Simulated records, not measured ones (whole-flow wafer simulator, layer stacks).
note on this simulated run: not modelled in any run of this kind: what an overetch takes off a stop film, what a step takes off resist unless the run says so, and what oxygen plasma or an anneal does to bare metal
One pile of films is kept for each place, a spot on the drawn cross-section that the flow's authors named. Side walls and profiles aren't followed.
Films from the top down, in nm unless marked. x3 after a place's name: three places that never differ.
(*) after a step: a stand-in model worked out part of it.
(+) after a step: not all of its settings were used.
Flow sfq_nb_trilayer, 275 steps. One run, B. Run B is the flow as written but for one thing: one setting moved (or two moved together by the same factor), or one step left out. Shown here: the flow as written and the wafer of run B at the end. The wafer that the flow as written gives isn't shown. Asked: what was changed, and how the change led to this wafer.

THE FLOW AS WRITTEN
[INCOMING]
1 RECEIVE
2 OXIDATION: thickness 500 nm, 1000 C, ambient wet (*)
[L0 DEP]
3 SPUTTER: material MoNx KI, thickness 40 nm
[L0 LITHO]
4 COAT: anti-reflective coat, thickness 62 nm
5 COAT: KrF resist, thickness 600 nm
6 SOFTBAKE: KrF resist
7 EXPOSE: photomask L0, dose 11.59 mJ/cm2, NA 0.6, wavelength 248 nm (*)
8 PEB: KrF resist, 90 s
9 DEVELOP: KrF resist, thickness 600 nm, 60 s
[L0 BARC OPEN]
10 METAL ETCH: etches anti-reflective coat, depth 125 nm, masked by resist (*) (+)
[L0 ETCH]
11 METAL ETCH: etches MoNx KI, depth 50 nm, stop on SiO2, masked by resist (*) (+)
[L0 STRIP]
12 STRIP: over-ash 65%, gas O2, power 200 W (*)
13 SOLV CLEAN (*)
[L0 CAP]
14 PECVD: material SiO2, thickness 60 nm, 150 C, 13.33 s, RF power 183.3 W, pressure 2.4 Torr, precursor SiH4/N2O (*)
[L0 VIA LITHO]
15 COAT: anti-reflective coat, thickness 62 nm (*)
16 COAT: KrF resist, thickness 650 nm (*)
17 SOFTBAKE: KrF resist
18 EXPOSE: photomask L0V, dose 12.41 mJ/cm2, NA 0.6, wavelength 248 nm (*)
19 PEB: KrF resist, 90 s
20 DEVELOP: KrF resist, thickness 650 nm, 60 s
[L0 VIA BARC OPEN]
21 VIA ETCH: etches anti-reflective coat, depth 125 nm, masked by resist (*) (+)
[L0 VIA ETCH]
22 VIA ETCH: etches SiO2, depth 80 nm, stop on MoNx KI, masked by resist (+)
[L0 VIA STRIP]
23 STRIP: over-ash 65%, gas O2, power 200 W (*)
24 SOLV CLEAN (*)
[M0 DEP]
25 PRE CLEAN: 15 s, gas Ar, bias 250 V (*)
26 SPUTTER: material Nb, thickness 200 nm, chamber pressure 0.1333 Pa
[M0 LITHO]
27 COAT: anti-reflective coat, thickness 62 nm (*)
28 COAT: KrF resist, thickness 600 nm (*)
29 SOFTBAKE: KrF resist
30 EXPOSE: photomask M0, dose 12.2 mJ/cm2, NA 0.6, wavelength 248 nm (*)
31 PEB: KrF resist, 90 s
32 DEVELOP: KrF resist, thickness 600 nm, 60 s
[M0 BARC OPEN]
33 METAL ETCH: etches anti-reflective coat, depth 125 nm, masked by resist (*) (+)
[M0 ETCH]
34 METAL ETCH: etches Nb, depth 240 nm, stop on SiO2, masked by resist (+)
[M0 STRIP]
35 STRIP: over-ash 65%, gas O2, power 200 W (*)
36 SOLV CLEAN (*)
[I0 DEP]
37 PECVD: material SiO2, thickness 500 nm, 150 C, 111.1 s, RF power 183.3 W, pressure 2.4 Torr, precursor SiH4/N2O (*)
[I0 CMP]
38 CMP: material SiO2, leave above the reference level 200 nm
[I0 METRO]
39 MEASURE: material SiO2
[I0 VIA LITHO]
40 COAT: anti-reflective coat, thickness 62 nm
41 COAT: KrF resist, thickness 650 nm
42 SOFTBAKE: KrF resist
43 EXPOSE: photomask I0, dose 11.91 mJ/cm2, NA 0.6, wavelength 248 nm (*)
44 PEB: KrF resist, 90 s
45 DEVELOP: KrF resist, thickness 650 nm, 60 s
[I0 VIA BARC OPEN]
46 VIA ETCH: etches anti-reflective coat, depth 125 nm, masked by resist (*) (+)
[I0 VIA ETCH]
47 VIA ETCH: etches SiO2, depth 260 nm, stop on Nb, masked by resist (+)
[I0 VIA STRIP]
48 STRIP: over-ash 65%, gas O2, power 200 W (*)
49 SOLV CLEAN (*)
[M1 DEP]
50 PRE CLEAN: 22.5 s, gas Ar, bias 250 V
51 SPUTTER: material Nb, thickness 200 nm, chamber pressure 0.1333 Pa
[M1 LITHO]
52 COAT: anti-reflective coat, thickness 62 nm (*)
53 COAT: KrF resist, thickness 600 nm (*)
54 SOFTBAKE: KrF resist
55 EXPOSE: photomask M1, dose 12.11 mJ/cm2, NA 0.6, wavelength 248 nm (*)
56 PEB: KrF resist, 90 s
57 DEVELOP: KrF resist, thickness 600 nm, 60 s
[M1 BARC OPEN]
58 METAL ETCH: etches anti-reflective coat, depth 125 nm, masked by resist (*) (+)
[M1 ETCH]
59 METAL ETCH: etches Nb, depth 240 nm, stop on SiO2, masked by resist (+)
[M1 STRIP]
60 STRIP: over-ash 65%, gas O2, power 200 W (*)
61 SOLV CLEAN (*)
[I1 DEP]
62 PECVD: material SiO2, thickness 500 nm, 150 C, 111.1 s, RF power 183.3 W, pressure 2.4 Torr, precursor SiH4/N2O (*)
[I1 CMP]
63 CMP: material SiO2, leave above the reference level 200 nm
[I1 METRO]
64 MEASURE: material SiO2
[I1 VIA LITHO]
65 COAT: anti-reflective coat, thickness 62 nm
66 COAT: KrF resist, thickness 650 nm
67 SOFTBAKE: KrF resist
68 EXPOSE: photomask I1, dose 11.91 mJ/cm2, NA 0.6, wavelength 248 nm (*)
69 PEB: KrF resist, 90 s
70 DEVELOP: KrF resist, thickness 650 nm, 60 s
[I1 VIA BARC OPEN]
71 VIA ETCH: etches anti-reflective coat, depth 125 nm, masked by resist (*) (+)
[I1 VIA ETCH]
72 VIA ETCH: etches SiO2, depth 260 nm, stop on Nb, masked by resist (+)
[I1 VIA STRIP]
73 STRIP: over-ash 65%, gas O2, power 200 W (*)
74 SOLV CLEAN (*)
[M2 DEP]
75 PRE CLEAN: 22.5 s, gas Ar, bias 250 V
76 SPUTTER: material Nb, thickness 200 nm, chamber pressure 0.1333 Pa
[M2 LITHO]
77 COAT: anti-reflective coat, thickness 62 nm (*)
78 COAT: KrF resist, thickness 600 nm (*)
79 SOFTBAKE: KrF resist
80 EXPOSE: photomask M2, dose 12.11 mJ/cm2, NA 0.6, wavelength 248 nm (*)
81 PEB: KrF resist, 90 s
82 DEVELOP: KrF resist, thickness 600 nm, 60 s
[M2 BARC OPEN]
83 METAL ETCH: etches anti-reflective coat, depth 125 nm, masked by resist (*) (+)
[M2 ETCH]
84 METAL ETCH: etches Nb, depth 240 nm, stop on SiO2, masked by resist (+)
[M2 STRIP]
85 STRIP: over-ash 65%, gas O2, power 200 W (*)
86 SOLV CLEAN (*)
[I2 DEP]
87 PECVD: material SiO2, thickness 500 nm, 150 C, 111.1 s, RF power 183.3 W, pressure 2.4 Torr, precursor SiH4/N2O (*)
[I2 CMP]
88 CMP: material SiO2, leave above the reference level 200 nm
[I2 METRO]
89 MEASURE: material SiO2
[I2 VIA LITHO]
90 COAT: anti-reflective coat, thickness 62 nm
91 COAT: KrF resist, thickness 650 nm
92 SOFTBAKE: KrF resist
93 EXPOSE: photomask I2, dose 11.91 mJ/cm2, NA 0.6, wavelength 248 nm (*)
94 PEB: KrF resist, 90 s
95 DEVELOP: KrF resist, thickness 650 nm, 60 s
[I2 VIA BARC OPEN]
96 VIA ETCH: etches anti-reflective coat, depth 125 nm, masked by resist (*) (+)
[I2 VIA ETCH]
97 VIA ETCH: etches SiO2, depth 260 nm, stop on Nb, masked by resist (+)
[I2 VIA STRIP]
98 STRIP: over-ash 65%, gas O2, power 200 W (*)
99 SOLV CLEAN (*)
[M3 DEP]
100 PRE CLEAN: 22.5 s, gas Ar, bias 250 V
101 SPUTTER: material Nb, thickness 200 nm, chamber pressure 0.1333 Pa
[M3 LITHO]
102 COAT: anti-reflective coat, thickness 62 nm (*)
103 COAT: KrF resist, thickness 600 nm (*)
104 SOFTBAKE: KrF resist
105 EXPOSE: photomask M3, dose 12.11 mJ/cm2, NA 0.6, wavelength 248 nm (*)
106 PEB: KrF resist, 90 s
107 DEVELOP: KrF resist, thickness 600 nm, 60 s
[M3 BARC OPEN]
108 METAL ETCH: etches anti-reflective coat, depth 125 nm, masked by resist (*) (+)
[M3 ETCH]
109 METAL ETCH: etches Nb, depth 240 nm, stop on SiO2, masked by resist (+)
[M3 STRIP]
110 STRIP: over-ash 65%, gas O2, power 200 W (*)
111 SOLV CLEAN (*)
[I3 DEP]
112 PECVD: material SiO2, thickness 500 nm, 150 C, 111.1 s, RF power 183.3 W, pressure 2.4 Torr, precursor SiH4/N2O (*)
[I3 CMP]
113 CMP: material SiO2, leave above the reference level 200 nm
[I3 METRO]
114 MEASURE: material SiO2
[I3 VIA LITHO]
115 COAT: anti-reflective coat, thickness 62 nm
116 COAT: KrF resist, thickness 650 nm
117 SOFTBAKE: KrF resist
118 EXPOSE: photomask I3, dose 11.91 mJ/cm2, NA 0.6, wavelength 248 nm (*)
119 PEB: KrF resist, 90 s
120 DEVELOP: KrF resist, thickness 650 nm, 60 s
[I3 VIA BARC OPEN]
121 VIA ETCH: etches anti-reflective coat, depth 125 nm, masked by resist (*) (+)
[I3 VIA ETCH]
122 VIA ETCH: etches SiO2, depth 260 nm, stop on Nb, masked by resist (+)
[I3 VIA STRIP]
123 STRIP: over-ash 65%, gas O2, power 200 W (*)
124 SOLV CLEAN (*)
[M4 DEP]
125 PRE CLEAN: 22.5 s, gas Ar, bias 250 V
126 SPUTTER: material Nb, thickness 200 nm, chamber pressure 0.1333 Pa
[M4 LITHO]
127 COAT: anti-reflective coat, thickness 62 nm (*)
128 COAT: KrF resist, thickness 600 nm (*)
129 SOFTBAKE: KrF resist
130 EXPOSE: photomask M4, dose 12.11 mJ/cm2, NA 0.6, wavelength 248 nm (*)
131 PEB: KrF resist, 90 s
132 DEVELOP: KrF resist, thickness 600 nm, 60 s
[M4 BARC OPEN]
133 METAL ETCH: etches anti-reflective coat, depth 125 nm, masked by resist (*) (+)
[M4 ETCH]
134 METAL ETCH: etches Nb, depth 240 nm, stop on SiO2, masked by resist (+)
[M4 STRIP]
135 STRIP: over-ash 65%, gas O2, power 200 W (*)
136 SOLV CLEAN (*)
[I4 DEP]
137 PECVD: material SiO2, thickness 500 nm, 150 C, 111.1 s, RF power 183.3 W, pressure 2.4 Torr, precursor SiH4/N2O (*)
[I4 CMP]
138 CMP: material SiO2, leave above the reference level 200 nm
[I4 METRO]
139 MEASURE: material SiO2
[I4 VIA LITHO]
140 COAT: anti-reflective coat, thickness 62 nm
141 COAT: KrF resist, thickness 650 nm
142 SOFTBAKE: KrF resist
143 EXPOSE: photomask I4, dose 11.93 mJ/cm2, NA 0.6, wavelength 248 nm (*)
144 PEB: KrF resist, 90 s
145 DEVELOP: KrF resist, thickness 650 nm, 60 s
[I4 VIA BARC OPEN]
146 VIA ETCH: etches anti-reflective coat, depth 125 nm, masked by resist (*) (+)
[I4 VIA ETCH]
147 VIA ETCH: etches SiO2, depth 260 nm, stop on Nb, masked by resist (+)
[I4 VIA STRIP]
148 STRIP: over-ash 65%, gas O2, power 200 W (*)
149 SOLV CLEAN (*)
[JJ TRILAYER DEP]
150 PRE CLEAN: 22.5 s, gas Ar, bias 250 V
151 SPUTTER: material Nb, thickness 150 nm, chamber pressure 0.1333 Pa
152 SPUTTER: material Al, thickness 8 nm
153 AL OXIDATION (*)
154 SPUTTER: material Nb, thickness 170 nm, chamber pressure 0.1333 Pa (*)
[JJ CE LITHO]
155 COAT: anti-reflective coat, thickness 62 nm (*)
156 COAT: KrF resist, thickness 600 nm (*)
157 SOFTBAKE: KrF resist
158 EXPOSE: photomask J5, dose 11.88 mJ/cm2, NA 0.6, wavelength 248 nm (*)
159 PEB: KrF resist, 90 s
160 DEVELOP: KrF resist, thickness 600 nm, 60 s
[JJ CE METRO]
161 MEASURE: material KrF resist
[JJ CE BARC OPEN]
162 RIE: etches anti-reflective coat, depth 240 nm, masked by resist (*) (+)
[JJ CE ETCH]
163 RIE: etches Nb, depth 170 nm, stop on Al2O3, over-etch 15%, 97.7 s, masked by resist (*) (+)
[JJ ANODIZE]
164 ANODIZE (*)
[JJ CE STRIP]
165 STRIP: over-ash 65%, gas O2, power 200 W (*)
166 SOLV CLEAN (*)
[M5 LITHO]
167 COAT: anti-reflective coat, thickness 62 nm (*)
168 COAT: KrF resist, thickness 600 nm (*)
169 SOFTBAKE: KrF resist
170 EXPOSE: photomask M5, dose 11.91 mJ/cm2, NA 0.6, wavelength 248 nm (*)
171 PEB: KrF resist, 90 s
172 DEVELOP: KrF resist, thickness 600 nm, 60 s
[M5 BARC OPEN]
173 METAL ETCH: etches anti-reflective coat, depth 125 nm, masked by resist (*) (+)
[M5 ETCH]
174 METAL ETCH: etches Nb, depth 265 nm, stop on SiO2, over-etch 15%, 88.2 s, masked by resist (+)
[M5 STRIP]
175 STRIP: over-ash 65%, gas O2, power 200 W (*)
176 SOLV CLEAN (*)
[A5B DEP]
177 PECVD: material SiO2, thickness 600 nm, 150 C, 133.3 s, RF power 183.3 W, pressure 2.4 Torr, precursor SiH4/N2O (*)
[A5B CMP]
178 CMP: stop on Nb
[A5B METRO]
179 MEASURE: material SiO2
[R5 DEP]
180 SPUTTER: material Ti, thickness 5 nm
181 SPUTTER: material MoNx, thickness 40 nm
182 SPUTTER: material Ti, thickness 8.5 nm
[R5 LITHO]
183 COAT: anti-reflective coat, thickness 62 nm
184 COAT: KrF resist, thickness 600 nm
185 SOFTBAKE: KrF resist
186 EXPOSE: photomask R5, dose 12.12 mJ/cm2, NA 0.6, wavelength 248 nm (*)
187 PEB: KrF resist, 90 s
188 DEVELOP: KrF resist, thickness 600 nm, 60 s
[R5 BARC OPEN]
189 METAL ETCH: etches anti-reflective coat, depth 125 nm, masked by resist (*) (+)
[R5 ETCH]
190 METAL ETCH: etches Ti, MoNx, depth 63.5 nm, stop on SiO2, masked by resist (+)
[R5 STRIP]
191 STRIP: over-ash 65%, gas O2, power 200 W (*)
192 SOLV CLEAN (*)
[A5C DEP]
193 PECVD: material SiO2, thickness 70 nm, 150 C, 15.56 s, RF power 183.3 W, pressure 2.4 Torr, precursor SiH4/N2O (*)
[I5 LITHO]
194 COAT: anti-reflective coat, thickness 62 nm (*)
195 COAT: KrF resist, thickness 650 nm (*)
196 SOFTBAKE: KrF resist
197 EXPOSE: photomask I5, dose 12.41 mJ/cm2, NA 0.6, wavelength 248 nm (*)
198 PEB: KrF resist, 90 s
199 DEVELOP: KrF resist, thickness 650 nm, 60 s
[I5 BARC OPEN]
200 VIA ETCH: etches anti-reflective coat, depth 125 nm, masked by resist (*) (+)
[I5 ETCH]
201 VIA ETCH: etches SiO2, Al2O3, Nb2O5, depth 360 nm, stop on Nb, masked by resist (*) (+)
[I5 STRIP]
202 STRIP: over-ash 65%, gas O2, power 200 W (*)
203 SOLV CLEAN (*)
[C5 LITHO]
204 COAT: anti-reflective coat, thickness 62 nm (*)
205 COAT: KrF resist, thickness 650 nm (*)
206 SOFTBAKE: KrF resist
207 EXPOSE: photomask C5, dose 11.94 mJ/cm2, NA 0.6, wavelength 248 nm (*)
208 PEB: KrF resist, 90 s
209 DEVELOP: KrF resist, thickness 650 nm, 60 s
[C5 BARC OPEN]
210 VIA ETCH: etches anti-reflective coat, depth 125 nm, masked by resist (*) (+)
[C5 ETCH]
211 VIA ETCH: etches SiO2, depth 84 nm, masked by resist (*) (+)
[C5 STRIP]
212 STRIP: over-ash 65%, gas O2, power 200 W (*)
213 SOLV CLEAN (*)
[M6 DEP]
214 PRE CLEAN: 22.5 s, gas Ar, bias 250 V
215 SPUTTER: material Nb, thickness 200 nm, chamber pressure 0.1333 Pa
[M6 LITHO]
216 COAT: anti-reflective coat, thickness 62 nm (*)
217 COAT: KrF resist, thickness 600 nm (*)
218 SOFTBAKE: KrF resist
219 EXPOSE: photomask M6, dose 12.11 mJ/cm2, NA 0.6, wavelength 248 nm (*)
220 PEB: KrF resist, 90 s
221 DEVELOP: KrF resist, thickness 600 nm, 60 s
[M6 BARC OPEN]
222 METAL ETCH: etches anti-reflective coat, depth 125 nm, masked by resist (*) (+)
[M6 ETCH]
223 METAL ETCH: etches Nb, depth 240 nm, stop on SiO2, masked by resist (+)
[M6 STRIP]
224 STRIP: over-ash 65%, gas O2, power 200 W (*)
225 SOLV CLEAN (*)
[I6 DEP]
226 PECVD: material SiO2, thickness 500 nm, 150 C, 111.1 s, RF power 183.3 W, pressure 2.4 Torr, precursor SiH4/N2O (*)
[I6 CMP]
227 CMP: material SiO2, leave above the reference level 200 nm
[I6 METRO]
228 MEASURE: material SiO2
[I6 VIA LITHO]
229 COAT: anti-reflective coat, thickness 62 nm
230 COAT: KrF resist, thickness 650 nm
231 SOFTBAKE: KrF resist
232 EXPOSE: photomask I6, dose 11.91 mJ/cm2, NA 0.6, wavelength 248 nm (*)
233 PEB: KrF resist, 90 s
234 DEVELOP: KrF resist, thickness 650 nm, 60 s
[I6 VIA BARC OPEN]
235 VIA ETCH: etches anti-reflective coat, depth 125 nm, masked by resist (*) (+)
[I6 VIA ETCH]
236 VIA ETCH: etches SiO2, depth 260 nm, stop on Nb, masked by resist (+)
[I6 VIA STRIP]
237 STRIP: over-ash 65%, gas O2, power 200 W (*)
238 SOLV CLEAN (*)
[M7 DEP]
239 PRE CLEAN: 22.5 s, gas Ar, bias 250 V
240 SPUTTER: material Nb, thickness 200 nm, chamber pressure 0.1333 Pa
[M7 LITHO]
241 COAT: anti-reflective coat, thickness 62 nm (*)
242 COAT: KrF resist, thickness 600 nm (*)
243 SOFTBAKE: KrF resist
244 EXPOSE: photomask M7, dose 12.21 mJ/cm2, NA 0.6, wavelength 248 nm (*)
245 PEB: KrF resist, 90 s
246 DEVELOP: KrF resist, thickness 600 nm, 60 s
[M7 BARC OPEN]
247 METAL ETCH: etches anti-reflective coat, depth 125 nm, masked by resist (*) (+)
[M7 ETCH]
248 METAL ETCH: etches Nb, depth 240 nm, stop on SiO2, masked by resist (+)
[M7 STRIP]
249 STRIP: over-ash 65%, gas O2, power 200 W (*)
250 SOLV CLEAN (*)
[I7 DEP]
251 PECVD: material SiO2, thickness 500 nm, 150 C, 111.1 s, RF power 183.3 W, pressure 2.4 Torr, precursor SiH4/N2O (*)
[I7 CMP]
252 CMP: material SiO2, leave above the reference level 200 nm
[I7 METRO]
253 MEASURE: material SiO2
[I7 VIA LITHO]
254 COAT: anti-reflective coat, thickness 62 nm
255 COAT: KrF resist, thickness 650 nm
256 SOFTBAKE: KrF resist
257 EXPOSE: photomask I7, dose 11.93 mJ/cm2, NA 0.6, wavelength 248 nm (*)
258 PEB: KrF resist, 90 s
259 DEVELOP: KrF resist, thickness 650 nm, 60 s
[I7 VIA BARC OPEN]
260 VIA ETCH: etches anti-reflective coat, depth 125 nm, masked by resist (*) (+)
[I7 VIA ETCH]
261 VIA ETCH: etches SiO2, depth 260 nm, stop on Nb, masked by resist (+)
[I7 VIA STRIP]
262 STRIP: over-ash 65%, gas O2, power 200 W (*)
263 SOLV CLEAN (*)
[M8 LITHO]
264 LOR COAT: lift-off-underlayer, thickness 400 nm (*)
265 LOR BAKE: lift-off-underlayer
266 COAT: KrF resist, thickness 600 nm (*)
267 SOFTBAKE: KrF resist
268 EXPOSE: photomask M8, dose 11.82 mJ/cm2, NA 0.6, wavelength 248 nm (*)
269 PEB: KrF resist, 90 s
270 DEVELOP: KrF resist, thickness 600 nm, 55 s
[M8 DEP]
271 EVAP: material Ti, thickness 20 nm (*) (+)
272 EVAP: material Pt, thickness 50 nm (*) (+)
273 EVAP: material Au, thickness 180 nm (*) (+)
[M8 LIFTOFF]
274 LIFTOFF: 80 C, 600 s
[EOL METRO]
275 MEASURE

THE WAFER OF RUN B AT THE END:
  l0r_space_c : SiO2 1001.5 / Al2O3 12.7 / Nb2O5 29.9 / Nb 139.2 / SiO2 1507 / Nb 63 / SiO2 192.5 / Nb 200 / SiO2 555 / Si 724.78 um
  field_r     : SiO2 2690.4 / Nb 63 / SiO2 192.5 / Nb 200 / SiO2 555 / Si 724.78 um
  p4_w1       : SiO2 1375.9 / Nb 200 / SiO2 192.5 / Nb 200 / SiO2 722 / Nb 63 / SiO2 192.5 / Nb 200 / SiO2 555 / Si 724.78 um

The cause: step 59, METAL ETCH: depth 137 nm was run, where the flow has depth 240 nm.

How the change led to this, step by step:
  59 METAL ETCH: etches Nb, depth 240 nm, stop on SiO2, masked by resist (+)
      field_l, be, be_sur and 79 more: Nb -137 (as written it would be: Nb -200 (all of it))
      v_sur, via_wl, via_w and 21 more: KrF resist -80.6 (as written it would be: KrF resist -141.2)
  60 STRIP: over-ash 65%, gas O2, power 200 W (*)
      wl_j_sl, wl_jj, wl_j_sr and 13 more: KrF resist -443 (all of it), anti-reflective coat -62 (all of it) (as written it would be: KrF resist -382.4 (all of it), anti-reflective coat -62 (all of it))
      v_sur: KrF resist -426.5 (all of it), anti-reflective coat -61.1 (all of it) (as written it would be: KrF resist -365.9 (all of it), anti-reflective coat -61.1 (all of it))
      (and at 7 more places)
  62 PECVD: material SiO2, thickness 500 nm, 150 C, 111.1 s, RF power 183.3 W, pressure 2.4 Torr, precursor SiH4/N2O (*)
      field_l, be, be_sur and 72 more: SiO2 +500 (new film) (as written it would be: SiO2 +500)
      lsp_m, ln_m6, lsp_r, l0_sur, l0v: SiO2 +500 (new film) (as written it would be: SiO2 +494.9)
      (and at 2 more places)
  63 CMP: material SiO2, leave above the reference level 200 nm
      field_l, be, be_sur and 72 more: SiO2 -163 (as written it would be: SiO2 -100)
      lsp_m, ln_m6, lsp_r, l0_sur, l0v: SiO2 -163 (as written it would be: SiO2 -94.9)
      (and at 2 more places)
Counting metal films that touch as one body, l0r_space_c has 3 bodies (between them, from the top down: SiO2 1507; SiO2 192.5); the flow as written gives 2 bodies (between them, from the top down: SiO2 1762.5).
Counting metal films that touch as one body, field_r has 2 bodies (between them, from the top down: SiO2 192.5); the flow as written gives 1 body.
Counting metal films that touch as one body, p4_w1 has 4 bodies (between them, from the top down: SiO2 192.5; SiO2 722; SiO2 192.5); the flow as written gives 3 bodies (between them, from the top down: SiO2 192.5; SiO2 977.5).
